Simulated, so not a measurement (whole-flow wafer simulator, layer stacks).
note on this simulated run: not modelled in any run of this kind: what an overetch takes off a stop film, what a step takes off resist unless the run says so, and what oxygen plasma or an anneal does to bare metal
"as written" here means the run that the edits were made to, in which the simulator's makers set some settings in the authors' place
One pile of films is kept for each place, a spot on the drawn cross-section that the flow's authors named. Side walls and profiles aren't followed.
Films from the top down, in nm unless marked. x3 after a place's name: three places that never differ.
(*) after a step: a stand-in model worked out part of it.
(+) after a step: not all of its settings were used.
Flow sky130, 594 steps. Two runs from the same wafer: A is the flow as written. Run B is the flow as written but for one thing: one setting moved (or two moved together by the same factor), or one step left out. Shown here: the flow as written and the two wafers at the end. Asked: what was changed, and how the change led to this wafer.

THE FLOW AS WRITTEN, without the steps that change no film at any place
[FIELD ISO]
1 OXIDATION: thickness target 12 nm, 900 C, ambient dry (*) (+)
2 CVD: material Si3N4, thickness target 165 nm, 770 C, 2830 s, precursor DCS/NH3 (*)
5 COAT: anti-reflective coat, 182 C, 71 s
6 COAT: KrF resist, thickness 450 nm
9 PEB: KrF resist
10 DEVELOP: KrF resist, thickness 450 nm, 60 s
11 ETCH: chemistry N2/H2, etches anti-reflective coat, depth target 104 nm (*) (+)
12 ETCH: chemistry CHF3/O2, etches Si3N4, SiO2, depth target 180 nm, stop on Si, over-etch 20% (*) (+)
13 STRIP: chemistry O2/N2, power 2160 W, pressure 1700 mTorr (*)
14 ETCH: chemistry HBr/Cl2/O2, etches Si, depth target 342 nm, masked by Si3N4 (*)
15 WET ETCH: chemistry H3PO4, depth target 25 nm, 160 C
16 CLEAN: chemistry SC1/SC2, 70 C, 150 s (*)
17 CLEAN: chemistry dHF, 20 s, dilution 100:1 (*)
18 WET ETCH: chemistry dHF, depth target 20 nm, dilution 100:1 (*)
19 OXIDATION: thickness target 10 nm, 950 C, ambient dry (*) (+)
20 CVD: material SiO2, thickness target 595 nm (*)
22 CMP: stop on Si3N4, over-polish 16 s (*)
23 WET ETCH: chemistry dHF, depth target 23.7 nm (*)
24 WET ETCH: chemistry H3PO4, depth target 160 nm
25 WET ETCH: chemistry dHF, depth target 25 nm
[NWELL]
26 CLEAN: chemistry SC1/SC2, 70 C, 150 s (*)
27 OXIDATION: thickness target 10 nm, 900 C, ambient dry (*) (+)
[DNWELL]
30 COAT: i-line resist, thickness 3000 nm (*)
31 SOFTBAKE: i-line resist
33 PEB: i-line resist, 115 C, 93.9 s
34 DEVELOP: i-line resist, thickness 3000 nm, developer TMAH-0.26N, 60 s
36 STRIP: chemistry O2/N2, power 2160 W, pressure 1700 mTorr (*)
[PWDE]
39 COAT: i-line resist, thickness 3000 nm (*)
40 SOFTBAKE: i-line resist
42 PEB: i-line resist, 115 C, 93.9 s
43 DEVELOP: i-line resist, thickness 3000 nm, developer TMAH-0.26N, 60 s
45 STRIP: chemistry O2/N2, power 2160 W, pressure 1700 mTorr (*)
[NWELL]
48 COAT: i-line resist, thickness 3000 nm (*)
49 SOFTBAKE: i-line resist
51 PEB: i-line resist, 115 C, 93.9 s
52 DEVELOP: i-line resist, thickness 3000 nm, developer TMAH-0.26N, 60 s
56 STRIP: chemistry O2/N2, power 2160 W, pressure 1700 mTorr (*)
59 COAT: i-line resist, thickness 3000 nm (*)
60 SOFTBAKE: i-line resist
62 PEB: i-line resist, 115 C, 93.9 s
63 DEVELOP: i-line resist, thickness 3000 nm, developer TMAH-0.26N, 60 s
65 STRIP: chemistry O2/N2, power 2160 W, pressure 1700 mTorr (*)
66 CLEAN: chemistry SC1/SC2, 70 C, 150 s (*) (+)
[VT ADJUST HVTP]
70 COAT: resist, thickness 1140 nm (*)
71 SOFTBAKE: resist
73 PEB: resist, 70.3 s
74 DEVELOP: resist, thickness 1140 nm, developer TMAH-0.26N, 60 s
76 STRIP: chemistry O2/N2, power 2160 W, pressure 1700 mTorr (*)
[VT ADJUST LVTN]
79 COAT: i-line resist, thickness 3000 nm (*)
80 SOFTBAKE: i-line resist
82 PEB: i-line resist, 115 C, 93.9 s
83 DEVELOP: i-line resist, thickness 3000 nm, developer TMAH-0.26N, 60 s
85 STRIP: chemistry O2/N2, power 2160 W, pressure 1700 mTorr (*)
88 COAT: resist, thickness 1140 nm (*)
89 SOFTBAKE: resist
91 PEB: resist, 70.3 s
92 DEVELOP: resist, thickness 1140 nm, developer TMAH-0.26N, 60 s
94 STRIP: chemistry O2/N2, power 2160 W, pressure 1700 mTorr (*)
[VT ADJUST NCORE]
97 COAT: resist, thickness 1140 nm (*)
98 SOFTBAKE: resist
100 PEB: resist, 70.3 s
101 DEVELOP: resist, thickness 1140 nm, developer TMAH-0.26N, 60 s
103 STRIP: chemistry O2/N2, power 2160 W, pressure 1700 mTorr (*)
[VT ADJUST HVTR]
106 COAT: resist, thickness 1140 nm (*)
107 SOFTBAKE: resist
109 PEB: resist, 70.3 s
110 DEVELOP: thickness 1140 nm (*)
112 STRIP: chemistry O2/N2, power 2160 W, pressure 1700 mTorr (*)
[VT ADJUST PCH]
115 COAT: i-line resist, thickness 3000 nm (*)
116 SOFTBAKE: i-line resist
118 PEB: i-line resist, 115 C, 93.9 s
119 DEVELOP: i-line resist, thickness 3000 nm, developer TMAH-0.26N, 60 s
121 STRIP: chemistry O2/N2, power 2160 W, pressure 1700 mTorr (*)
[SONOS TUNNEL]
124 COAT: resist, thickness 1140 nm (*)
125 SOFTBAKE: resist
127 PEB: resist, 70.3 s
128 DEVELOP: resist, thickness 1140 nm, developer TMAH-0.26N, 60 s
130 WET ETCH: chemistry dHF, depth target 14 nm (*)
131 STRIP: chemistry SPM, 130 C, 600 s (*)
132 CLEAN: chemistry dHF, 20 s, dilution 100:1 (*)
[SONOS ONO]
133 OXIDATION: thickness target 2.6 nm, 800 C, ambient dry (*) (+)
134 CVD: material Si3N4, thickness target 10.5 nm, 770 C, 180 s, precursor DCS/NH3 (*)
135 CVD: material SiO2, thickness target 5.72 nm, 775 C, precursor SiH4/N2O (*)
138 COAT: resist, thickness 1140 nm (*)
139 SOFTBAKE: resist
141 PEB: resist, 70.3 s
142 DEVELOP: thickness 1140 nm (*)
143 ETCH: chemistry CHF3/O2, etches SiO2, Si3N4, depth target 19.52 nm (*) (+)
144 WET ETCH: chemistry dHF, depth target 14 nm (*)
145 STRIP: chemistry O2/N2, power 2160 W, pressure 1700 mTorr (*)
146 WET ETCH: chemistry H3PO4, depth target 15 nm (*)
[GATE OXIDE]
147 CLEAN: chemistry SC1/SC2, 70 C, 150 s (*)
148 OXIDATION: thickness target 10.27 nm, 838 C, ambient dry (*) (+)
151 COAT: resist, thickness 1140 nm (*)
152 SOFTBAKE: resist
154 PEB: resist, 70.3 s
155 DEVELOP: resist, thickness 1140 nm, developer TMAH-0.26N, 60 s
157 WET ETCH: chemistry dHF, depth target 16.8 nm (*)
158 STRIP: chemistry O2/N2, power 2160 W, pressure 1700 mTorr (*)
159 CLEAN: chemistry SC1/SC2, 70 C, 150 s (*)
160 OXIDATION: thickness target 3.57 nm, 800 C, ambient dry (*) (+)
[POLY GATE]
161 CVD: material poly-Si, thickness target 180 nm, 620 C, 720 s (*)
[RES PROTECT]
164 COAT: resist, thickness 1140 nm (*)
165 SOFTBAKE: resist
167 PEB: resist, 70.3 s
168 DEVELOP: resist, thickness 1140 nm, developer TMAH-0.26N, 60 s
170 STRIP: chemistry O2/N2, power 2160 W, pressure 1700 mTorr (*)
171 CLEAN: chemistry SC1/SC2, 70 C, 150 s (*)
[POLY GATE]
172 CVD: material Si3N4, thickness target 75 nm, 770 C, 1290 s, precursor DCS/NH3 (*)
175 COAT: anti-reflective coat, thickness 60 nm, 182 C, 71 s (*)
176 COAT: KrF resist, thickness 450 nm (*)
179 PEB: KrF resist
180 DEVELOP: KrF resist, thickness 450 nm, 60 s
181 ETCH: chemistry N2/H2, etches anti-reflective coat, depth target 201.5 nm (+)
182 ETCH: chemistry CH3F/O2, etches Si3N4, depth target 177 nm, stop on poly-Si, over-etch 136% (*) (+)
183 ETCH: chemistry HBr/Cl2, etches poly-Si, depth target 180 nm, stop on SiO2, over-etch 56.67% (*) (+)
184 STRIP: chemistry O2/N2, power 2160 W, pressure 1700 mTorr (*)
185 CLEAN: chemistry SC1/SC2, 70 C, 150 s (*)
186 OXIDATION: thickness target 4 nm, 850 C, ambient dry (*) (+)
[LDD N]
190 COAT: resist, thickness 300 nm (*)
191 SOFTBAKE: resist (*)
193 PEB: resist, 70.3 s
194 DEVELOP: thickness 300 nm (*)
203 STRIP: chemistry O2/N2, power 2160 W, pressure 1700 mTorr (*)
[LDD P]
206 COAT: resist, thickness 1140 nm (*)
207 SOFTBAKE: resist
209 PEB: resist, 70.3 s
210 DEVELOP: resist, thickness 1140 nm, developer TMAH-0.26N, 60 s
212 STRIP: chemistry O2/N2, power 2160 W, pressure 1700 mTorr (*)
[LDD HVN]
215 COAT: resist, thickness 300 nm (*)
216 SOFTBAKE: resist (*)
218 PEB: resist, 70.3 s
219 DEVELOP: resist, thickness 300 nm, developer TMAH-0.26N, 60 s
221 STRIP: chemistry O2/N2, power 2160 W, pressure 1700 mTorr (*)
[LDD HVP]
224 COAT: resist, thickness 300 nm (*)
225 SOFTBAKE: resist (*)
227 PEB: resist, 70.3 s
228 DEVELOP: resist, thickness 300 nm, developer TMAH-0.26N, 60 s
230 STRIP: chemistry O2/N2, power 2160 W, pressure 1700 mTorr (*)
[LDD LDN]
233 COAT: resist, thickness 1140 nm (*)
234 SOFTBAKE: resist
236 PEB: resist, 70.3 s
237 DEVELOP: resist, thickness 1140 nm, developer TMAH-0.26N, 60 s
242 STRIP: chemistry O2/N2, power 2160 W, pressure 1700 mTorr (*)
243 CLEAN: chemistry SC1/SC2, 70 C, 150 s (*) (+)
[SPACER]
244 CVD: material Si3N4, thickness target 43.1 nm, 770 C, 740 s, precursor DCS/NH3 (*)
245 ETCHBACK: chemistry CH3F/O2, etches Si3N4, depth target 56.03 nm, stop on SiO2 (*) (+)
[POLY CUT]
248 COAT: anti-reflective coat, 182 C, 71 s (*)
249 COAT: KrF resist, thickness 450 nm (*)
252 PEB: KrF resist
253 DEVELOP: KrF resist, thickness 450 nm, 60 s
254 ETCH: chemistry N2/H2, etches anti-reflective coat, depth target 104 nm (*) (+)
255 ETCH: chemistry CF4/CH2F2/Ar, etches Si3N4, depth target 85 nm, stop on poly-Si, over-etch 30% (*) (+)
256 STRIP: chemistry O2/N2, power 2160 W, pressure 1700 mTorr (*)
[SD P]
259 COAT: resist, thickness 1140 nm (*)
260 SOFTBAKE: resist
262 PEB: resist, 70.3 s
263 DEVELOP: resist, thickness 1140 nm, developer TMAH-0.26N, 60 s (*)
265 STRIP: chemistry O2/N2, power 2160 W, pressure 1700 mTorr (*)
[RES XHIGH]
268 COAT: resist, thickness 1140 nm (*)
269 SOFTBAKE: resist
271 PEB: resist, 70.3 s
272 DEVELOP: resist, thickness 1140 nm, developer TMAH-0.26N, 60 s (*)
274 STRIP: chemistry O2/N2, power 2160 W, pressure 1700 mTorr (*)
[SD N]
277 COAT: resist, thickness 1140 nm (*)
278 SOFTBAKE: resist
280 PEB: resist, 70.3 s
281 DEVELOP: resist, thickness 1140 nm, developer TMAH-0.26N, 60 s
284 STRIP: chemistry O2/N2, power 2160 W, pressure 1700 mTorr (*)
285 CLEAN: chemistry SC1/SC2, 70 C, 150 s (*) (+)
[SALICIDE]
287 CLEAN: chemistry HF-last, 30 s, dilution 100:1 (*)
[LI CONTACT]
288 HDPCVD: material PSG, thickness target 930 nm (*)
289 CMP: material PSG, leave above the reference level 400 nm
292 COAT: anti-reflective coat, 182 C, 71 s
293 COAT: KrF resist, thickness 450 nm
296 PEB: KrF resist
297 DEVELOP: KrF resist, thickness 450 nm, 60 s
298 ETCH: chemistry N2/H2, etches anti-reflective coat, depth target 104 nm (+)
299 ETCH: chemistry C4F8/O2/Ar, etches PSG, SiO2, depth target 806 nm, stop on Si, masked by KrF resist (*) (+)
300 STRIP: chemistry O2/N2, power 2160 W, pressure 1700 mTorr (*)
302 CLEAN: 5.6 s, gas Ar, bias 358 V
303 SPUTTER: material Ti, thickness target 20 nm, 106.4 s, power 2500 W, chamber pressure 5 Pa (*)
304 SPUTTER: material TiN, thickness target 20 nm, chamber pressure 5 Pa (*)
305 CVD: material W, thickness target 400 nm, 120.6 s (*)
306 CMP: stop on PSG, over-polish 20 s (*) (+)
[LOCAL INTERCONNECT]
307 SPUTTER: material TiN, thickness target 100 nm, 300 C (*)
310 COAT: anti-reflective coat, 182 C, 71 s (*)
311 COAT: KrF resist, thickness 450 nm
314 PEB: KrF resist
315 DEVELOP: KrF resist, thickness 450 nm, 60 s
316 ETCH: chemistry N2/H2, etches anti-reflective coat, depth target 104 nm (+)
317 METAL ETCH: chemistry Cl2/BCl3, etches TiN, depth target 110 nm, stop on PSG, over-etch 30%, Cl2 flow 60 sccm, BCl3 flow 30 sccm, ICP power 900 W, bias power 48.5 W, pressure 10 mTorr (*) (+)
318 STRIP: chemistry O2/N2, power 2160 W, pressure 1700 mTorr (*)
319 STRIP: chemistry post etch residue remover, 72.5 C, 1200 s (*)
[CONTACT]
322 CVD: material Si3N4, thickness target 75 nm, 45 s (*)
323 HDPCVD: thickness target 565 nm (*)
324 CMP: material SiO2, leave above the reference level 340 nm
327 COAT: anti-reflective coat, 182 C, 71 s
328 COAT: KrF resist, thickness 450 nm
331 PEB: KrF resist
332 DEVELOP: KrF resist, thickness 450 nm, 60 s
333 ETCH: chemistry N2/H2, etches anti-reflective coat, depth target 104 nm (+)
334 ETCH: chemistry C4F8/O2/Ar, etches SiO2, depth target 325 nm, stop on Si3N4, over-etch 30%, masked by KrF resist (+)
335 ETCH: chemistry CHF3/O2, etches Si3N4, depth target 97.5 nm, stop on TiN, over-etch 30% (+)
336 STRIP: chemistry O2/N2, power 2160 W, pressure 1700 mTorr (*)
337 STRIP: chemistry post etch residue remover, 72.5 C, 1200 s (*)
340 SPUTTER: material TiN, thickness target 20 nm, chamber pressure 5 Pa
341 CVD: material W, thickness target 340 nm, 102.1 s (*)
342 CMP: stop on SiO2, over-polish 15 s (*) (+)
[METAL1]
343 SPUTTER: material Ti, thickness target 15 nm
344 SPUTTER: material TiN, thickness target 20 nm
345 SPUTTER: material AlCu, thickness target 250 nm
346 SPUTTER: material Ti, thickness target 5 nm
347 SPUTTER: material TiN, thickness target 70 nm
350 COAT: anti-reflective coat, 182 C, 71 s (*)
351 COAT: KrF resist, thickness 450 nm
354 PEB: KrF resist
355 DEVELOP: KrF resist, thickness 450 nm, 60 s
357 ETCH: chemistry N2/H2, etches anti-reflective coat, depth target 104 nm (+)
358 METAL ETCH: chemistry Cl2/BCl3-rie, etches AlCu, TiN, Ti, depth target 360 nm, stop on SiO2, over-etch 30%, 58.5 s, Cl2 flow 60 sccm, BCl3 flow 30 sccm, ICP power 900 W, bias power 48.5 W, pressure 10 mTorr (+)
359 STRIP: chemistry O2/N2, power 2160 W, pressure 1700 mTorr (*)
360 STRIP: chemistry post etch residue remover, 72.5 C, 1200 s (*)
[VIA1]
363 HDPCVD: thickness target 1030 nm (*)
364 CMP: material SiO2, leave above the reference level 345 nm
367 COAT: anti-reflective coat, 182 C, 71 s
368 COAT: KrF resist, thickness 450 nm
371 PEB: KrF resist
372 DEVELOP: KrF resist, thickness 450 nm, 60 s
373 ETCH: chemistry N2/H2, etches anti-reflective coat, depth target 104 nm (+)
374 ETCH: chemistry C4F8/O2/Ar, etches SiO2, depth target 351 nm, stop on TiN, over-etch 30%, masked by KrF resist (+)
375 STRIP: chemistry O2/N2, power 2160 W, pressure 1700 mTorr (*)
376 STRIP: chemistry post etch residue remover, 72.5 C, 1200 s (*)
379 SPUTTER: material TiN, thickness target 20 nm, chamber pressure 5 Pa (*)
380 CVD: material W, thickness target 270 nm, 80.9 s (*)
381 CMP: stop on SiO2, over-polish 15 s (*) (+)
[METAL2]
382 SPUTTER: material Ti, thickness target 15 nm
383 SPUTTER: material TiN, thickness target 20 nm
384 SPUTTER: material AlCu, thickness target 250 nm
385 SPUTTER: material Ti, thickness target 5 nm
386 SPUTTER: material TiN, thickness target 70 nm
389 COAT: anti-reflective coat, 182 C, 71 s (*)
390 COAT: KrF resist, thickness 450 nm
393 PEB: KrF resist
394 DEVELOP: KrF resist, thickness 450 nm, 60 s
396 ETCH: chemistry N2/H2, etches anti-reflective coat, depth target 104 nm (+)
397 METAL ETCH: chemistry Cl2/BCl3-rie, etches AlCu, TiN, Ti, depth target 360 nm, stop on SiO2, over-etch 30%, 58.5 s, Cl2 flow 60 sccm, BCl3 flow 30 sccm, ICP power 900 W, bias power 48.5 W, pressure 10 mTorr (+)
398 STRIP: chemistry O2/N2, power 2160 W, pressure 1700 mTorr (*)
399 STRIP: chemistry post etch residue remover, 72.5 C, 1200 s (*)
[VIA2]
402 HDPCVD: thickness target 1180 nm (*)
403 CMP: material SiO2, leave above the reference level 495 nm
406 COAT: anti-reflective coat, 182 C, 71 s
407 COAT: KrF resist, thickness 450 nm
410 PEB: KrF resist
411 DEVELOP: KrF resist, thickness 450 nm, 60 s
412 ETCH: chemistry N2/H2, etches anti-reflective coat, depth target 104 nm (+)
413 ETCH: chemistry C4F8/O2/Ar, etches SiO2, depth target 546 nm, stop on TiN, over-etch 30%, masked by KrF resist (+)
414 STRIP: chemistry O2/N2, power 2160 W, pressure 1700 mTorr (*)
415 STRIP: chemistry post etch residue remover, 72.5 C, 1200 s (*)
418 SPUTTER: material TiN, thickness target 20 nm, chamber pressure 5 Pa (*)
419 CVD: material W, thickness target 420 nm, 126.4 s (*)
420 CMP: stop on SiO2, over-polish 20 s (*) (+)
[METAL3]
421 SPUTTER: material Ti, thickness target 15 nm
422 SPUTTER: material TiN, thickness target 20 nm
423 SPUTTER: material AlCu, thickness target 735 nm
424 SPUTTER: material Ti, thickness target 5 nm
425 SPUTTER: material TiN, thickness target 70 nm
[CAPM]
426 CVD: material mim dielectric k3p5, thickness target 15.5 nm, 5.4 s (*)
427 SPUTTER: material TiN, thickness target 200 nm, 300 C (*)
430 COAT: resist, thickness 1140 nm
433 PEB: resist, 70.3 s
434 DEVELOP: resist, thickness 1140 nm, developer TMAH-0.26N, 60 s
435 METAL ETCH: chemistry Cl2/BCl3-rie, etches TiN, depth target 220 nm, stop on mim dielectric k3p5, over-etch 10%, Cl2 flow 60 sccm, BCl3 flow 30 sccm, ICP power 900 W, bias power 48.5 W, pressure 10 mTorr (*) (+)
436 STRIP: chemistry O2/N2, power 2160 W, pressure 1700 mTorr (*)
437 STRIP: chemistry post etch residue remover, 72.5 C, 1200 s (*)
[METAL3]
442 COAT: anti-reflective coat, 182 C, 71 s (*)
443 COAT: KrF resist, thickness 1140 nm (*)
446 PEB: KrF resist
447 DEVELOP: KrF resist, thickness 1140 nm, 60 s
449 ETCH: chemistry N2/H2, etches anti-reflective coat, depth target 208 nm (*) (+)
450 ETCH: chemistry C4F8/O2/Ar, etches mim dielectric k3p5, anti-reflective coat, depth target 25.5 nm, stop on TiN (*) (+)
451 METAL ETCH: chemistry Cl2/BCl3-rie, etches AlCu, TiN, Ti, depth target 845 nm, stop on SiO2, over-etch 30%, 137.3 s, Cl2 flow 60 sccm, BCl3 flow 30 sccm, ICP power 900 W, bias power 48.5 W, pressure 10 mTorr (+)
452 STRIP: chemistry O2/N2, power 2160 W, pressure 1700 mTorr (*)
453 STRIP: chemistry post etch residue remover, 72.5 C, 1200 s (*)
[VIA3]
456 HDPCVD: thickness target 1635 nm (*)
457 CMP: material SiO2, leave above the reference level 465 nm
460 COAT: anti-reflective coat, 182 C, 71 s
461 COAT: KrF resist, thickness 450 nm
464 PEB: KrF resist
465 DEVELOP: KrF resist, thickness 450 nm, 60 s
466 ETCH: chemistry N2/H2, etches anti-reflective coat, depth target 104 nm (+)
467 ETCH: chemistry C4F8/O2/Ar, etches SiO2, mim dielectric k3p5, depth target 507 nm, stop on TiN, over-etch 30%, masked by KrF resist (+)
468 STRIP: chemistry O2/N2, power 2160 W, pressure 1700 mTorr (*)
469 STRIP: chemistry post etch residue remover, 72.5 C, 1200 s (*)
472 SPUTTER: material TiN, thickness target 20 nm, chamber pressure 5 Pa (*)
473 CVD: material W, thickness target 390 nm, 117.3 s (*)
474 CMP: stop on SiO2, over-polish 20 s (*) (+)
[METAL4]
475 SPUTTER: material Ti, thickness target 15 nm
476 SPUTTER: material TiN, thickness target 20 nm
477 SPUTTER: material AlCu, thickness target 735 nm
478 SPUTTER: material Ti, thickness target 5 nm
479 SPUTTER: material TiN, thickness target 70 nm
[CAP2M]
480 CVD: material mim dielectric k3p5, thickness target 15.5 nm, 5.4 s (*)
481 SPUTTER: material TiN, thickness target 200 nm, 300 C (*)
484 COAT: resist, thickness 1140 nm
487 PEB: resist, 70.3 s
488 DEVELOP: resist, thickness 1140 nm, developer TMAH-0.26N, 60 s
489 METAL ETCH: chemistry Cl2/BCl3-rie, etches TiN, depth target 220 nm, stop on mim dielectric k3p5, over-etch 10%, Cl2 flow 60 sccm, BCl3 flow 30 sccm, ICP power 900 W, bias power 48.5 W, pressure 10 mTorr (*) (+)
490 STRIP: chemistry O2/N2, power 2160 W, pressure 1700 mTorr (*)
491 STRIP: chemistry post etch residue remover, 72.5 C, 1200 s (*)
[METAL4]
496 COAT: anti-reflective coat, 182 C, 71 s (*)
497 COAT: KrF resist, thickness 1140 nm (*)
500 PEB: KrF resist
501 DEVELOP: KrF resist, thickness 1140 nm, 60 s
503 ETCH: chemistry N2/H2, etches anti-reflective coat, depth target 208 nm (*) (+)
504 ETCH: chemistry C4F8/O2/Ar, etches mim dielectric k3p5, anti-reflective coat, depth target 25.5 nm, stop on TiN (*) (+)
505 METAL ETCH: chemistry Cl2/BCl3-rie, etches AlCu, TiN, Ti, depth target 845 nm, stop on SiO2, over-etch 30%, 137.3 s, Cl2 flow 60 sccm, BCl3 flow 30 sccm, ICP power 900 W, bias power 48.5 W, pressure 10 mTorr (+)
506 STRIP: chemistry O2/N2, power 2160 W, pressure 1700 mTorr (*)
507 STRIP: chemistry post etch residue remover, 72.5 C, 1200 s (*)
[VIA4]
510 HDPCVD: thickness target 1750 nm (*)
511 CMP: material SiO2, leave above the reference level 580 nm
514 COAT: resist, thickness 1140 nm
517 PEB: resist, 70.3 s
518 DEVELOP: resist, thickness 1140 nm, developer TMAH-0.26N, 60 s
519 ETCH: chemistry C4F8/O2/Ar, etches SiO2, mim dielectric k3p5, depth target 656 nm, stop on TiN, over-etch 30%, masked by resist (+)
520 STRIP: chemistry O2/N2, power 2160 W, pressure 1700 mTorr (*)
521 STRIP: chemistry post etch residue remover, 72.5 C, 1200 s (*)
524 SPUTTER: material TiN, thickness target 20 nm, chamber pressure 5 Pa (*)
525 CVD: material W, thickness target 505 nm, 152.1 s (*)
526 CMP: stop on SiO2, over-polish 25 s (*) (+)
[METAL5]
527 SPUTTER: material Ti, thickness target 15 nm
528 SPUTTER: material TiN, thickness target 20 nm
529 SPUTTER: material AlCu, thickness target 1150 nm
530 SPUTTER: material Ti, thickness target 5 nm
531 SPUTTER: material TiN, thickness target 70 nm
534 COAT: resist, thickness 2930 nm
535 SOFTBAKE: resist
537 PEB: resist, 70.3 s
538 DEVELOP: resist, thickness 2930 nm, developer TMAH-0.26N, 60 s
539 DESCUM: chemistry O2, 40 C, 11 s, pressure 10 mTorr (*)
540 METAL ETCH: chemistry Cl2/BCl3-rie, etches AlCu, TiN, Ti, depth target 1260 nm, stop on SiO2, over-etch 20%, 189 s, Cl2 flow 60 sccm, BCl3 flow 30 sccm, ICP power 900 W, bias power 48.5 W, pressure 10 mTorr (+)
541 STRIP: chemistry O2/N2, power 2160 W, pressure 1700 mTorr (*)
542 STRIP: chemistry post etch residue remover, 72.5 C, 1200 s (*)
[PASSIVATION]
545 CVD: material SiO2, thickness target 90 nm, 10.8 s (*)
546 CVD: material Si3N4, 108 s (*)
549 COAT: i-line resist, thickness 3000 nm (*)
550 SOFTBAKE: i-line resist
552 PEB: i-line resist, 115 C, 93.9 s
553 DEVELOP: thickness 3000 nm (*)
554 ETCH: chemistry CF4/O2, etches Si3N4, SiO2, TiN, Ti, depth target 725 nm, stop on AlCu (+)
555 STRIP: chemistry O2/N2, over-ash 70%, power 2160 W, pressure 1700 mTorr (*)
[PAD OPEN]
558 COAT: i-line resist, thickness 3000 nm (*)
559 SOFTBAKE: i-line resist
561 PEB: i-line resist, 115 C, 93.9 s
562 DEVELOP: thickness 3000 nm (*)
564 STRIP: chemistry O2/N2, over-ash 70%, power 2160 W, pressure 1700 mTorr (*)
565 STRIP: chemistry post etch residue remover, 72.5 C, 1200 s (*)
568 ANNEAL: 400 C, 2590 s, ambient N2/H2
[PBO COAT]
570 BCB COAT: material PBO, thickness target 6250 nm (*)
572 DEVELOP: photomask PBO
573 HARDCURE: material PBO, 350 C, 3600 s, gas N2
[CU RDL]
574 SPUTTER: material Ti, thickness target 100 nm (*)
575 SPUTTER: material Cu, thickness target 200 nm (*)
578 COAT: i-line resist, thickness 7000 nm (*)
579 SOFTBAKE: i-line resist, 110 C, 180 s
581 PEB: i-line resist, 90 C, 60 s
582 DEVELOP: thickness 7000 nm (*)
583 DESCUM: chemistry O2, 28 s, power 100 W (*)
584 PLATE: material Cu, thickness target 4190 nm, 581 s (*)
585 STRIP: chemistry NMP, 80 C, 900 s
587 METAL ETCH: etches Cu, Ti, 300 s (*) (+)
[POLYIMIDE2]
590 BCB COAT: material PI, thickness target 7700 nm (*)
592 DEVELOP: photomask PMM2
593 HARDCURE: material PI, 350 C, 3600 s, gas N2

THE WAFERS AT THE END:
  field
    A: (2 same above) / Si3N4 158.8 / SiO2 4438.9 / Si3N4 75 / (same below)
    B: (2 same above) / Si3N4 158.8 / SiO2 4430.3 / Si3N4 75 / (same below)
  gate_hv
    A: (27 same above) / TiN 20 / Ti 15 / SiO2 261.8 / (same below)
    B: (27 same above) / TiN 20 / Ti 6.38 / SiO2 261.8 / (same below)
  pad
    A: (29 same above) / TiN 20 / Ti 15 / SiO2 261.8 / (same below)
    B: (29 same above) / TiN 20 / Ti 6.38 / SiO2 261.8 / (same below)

The cause: step 343, SPUTTER: thickness target 6.38 nm was run, where the flow has thickness target 15 nm.
It can be read off the wafer: gate_hv has Ti 6.38, and step 343 as written asks for 15 nm.

How the change led to this, step by step:
  343 SPUTTER: material Ti, thickness target 15 nm
      field, active, n_well and 188 more: A Ti +15 (new film) | B Ti +6.38 (new film)
  358 METAL ETCH: chemistry Cl2/BCl3-rie, etches AlCu, TiN, Ti, depth target 360 nm, stop on SiO2, over-etch 30%, 58.5 s, Cl2 flow 60 sccm, BCl3 flow 30 sccm, ICP power 900 W, bias power 48.5 W, pressure 10 mTorr (+)
      field, active, gate and 81 more: A TiN -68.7 (all of it), Ti -5 (all of it), AlCu -250 (all of it), TiN -20 (all of it), Ti -15 (all of it), SiO2 -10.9 | B TiN -68.7 (all of it), Ti -5 (all of it), AlCu -250 (all of it), TiN -20 (all of it), Ti -6.38 (all of it), SiO2 -11.8
